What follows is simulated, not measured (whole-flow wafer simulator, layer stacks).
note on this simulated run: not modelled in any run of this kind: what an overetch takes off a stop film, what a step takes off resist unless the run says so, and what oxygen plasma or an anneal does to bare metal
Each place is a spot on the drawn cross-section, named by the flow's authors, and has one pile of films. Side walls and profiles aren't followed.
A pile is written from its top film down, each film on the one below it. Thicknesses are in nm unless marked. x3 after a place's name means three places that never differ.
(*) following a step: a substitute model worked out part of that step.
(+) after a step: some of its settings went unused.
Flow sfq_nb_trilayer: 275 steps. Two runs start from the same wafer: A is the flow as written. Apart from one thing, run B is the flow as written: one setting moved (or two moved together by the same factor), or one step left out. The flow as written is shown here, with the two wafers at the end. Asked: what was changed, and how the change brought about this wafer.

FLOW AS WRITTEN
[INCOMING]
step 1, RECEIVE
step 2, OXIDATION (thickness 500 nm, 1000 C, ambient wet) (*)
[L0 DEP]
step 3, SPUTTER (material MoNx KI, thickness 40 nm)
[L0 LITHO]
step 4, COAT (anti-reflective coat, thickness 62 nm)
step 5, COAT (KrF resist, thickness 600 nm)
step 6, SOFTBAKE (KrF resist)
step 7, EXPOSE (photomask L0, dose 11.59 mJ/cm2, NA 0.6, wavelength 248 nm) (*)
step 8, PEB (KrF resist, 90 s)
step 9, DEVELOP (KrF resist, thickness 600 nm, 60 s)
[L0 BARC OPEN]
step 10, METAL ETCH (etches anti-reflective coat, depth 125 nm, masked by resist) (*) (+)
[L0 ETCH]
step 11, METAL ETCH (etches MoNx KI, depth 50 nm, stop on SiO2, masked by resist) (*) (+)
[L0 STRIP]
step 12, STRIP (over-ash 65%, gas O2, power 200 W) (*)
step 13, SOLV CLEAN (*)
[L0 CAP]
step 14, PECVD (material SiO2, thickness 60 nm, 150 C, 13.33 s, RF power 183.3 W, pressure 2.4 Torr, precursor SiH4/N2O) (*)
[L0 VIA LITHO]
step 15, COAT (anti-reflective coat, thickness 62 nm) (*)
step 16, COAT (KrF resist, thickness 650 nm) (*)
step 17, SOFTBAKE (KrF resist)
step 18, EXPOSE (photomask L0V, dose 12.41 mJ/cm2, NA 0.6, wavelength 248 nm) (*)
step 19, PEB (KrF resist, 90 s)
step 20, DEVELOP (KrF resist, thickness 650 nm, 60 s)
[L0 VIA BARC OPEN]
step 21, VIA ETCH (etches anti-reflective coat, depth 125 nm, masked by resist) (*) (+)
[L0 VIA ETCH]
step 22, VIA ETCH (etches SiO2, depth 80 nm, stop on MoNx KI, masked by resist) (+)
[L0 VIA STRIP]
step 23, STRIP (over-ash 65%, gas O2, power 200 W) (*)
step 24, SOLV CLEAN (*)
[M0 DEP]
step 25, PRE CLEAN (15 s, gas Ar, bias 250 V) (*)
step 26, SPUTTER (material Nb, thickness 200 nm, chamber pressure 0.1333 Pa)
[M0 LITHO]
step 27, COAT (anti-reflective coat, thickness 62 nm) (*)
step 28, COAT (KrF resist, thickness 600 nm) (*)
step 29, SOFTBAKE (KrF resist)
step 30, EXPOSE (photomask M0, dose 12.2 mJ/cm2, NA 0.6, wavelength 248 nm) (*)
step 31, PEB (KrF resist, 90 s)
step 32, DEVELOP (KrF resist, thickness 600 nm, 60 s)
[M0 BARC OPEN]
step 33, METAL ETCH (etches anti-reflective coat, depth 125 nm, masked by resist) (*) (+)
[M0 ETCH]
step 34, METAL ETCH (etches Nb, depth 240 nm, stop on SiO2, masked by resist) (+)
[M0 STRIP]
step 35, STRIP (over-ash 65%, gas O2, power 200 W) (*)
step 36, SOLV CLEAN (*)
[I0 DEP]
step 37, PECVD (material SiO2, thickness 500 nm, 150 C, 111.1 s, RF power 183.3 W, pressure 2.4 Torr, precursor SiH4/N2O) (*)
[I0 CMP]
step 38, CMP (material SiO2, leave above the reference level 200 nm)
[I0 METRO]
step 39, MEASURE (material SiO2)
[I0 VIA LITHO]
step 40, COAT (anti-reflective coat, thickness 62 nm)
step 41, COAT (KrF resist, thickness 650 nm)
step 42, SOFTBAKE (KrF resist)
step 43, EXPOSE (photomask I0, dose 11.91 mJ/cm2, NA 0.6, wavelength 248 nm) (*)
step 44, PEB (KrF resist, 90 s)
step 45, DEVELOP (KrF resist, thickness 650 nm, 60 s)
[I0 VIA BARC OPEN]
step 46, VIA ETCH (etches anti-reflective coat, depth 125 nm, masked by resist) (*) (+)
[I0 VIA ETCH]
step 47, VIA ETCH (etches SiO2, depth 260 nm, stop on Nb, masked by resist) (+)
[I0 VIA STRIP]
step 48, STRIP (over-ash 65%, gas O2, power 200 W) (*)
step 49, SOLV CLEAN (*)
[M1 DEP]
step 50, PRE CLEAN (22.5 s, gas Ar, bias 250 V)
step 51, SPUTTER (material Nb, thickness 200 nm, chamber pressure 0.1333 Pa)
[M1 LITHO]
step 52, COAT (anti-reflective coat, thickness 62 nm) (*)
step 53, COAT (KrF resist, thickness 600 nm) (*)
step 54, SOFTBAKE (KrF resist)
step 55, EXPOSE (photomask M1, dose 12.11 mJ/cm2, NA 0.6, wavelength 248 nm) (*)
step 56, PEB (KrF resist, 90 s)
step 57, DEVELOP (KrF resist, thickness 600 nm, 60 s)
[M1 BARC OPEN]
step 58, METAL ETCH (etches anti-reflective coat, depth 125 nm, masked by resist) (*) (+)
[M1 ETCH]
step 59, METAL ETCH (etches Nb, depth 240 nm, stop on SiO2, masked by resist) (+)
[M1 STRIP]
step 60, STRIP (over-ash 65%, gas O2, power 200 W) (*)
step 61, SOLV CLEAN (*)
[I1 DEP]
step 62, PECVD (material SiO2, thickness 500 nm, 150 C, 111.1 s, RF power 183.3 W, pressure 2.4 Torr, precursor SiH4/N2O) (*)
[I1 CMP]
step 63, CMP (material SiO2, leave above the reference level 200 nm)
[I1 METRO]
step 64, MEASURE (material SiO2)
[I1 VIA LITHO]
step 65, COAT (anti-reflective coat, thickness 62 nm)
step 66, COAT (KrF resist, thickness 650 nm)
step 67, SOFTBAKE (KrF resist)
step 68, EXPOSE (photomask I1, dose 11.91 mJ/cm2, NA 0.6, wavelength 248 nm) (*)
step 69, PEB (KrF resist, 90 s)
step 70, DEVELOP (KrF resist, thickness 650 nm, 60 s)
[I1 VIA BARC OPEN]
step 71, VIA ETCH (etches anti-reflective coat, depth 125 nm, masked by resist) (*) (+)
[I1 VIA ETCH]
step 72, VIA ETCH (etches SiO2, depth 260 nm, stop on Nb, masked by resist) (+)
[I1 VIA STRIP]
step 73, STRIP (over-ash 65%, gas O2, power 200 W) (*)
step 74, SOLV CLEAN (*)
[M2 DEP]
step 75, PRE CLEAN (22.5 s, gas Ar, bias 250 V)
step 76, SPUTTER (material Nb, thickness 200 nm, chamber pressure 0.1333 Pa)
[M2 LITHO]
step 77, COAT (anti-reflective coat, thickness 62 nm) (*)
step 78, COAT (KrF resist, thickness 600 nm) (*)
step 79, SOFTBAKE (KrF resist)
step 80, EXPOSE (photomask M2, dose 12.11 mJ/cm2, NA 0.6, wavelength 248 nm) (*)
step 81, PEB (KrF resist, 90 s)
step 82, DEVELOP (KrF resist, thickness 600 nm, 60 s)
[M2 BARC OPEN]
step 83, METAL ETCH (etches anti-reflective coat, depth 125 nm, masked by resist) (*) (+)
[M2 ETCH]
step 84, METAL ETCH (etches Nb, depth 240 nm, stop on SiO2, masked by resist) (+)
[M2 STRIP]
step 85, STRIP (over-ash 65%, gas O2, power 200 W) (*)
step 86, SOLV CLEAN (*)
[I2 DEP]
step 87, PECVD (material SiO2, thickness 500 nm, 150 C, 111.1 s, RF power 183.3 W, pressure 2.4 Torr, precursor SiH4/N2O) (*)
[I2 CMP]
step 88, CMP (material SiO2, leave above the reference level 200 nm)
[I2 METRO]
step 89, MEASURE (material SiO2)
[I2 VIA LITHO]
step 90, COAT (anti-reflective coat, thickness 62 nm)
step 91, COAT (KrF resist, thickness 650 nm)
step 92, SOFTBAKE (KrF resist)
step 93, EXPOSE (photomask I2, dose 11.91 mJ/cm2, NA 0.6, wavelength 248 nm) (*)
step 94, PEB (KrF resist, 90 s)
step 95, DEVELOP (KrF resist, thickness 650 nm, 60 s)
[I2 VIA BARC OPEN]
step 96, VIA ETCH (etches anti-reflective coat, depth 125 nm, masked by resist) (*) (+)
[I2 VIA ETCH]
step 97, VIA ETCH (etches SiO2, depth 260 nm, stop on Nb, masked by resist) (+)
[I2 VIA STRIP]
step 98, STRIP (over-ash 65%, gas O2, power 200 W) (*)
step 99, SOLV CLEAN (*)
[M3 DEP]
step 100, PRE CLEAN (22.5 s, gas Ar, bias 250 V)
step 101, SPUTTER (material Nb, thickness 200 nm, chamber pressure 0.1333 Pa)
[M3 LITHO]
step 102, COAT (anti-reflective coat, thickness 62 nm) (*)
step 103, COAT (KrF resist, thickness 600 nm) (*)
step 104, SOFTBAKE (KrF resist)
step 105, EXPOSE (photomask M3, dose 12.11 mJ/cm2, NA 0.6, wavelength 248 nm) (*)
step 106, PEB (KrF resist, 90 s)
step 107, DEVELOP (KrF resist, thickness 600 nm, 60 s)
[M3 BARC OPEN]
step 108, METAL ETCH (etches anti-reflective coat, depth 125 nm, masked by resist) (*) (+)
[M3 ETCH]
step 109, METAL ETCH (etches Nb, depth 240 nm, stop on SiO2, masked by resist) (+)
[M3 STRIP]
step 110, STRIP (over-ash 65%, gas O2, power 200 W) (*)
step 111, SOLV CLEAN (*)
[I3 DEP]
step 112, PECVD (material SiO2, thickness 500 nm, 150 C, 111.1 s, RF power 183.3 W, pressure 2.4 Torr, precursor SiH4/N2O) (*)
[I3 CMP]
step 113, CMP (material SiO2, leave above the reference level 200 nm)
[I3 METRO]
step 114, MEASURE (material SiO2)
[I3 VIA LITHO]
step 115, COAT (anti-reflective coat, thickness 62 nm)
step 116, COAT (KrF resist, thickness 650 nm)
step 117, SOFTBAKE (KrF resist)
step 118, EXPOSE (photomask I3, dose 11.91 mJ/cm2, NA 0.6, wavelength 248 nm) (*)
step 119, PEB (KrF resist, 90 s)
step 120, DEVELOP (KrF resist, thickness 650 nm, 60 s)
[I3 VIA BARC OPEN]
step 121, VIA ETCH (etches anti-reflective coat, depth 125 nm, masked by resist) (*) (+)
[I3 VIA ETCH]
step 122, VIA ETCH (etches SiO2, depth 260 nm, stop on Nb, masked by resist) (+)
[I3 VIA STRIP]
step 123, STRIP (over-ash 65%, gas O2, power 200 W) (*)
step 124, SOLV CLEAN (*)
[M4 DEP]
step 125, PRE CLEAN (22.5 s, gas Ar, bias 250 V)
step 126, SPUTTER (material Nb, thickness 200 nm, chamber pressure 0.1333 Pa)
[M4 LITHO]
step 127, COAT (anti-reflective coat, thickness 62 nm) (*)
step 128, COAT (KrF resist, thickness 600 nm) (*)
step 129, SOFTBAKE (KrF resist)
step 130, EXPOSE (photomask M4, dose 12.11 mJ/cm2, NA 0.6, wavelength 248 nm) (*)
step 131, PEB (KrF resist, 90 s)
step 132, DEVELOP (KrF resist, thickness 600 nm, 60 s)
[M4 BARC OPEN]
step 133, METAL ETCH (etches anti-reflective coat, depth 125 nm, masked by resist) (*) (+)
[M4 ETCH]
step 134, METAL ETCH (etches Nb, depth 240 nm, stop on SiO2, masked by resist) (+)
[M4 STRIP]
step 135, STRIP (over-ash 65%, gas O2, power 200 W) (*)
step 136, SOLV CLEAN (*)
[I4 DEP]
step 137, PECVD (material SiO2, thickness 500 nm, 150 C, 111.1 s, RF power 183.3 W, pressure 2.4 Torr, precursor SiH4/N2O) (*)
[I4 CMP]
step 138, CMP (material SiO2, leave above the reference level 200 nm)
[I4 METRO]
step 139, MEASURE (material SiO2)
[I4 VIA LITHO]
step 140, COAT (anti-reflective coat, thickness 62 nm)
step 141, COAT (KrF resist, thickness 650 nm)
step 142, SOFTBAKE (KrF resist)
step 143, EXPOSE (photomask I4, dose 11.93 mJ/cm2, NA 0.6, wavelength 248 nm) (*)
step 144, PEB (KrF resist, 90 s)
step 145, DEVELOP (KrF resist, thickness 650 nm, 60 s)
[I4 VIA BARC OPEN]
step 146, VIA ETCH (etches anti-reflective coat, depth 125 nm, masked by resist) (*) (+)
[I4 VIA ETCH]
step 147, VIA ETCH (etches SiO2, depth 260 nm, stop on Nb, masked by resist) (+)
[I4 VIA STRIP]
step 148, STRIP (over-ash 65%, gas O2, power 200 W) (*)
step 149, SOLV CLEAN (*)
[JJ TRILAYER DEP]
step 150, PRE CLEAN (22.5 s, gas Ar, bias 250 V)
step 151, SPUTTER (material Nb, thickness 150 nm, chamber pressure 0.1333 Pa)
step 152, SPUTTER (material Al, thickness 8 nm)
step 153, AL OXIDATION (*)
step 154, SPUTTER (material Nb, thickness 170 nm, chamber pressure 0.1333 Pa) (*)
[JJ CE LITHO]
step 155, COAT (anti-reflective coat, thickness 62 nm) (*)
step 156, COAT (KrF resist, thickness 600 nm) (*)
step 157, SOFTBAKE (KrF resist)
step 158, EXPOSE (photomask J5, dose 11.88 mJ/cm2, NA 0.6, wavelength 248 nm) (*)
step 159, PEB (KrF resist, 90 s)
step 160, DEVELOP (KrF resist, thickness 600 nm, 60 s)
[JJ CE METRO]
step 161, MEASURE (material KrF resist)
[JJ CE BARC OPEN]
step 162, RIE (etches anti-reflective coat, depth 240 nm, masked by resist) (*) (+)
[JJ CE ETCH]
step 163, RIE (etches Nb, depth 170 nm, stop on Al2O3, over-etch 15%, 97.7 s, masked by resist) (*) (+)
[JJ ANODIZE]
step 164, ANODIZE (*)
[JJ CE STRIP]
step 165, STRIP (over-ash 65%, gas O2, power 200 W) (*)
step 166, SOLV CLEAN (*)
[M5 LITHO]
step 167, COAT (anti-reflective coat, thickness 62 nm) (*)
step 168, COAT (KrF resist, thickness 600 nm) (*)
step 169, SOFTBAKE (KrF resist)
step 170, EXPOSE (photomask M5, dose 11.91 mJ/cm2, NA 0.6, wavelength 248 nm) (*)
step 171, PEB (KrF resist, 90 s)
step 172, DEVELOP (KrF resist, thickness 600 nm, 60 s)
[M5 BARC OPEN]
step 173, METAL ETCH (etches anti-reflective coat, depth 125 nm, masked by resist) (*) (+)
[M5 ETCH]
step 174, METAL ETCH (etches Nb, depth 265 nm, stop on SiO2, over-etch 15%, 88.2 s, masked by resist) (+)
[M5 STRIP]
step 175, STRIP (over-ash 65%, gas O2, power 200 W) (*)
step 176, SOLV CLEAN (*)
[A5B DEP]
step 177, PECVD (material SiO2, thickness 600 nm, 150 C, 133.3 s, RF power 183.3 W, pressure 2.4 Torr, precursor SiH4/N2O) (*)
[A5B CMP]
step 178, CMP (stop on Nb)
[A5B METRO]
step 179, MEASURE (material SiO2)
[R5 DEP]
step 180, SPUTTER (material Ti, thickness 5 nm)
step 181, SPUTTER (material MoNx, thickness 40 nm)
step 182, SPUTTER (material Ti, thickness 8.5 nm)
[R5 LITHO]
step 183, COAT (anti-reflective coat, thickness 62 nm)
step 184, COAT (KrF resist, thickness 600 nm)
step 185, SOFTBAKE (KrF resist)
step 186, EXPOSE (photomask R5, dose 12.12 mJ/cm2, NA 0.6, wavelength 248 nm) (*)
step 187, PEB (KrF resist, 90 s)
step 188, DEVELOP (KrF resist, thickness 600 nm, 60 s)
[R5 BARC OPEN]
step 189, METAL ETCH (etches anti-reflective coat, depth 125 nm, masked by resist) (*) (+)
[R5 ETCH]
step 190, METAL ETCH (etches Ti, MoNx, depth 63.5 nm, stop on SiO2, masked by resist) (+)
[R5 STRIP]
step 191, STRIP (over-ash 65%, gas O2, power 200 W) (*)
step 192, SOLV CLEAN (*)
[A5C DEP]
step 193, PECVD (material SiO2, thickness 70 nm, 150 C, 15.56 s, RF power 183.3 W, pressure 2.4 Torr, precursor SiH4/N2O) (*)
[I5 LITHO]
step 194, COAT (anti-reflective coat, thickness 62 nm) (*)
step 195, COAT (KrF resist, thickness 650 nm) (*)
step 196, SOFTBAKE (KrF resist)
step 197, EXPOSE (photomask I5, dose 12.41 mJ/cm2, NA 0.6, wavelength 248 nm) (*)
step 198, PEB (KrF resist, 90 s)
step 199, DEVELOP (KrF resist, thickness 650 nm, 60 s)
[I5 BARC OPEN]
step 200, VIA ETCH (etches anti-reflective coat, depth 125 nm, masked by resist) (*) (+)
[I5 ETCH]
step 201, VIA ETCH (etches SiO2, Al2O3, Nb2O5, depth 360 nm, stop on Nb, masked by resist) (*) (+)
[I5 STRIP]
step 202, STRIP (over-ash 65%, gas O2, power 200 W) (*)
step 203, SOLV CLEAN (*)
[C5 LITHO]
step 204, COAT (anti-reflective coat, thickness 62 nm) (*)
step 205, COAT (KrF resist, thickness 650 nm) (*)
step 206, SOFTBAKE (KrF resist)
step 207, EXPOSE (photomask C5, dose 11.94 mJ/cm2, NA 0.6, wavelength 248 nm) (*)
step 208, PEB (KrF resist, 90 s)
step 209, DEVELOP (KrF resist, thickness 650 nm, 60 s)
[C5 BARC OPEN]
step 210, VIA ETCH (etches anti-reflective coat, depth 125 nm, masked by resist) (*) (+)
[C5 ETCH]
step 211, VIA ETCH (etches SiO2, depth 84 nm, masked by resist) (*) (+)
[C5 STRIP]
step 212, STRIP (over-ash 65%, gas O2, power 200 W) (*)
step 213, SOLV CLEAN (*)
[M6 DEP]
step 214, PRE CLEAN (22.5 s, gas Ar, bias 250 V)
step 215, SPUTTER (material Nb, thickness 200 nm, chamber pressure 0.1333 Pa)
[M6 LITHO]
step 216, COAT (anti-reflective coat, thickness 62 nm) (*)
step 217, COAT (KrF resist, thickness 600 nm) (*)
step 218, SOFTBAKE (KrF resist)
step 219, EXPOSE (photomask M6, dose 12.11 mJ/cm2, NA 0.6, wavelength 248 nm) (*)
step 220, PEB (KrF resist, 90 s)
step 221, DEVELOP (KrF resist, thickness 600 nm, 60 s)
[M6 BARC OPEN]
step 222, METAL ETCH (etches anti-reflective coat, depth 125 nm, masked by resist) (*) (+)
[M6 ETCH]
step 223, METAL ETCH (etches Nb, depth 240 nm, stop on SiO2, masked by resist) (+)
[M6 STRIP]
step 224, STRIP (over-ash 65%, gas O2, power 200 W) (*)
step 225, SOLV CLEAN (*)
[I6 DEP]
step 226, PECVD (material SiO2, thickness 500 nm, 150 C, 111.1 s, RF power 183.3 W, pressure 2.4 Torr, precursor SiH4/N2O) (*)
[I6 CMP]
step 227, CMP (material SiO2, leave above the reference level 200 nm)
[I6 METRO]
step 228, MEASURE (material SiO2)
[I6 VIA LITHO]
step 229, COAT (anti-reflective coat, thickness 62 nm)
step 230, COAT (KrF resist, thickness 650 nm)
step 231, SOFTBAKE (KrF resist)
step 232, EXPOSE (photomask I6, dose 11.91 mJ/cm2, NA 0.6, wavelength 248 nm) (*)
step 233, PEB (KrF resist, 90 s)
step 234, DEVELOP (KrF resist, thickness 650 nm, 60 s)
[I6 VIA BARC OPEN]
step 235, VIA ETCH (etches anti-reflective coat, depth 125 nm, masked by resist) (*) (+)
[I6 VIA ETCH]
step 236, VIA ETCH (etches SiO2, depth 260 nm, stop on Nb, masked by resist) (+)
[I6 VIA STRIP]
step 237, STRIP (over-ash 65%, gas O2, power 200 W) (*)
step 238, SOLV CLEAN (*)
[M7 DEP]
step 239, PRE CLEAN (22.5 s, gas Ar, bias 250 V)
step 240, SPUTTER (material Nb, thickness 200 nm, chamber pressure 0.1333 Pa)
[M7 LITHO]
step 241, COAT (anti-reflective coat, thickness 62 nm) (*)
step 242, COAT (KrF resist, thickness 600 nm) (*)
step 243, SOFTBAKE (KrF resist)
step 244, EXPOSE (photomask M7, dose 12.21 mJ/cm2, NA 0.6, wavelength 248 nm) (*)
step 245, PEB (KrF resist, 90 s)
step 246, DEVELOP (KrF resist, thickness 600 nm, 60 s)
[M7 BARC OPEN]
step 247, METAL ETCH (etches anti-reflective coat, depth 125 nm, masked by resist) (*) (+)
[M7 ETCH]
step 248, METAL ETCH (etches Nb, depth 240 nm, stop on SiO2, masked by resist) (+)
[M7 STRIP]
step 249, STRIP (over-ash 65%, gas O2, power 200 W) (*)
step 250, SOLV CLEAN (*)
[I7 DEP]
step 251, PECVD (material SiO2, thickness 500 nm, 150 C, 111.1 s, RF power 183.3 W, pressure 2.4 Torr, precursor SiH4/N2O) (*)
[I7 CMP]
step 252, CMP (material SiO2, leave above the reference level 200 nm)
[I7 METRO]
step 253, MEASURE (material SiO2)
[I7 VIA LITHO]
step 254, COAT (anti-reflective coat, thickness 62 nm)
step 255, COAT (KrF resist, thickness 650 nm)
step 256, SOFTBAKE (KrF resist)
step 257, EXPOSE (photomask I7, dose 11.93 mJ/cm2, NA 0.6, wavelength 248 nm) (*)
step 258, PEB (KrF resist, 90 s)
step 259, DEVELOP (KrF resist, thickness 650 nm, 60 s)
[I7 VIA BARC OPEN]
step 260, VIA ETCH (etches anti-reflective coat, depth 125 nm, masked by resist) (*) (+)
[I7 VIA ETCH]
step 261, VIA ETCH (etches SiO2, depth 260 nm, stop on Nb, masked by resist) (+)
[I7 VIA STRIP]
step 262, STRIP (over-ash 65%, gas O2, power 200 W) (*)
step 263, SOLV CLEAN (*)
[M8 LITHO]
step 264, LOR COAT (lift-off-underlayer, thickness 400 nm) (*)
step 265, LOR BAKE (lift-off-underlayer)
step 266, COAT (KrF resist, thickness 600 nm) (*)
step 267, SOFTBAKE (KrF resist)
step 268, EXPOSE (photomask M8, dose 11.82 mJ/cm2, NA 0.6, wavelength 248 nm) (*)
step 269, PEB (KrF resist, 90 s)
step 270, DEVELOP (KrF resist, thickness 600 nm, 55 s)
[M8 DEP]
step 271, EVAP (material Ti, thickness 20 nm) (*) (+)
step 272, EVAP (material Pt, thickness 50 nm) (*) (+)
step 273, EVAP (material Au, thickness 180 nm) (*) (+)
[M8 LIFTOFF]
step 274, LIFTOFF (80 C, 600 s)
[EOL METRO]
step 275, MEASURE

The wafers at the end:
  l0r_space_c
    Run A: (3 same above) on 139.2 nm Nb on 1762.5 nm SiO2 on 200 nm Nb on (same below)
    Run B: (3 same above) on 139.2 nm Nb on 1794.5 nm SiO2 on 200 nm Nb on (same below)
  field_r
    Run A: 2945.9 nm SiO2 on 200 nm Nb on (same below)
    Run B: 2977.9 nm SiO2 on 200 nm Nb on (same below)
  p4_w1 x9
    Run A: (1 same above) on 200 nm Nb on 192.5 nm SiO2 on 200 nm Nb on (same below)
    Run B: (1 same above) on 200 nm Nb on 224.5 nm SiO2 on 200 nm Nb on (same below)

What caused this: step 113, CMP: leave above the reference level 232 nm was run, while the flow as written has leave above the reference level 200 nm.

The path from the change to this, step by step:
  step 113, CMP (material SiO2, leave above the reference level 200 nm)
      field_l, be, be_sur and 64 more: A -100 SiO2 | B -68 SiO2
      v_sur, via_wl, via_wr and 27 more: A -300 SiO2 | B -268 SiO2
      (as well as at 9 more places)
  step 122, VIA ETCH (etches SiO2, depth 260 nm, stop on Nb, masked by resist) (+)
      via_v: A -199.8 SiO2 (all of it) | B -231.8 SiO2 (all of it)
  step 126, SPUTTER (material Nb, thickness 200 nm, chamber pressure 0.1333 Pa)
      via_v: A +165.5 Nb | B +158.7 Nb
  step 127, COAT (anti-reflective coat, thickness 62 nm) (*)
      via_v: A +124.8 anti-reflective coat (new film) | B +131.6 anti-reflective coat (new film)
  step 128, COAT (KrF resist, thickness 600 nm) (*)
      via_v: A +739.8 KrF resist (new film) | B +766.4 KrF resist (new film)
  step 135, STRIP (over-ash 65%, gas O2, power 200 W) (*)
      via_v: A -521.8 KrF resist (all of it), -124.8 anti-reflective coat (all of it) | B -548.4 KrF resist (all of it), -131.6 anti-reflective coat (all of it)
  step 137, PECVD (material SiO2, thickness 500 nm, 150 C, 111.1 s, RF power 183.3 W, pressure 2.4 Torr, precursor SiH4/N2O) (*)
      via_v: A +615 SiO2 (new film) | B +653.9 SiO2 (new film)
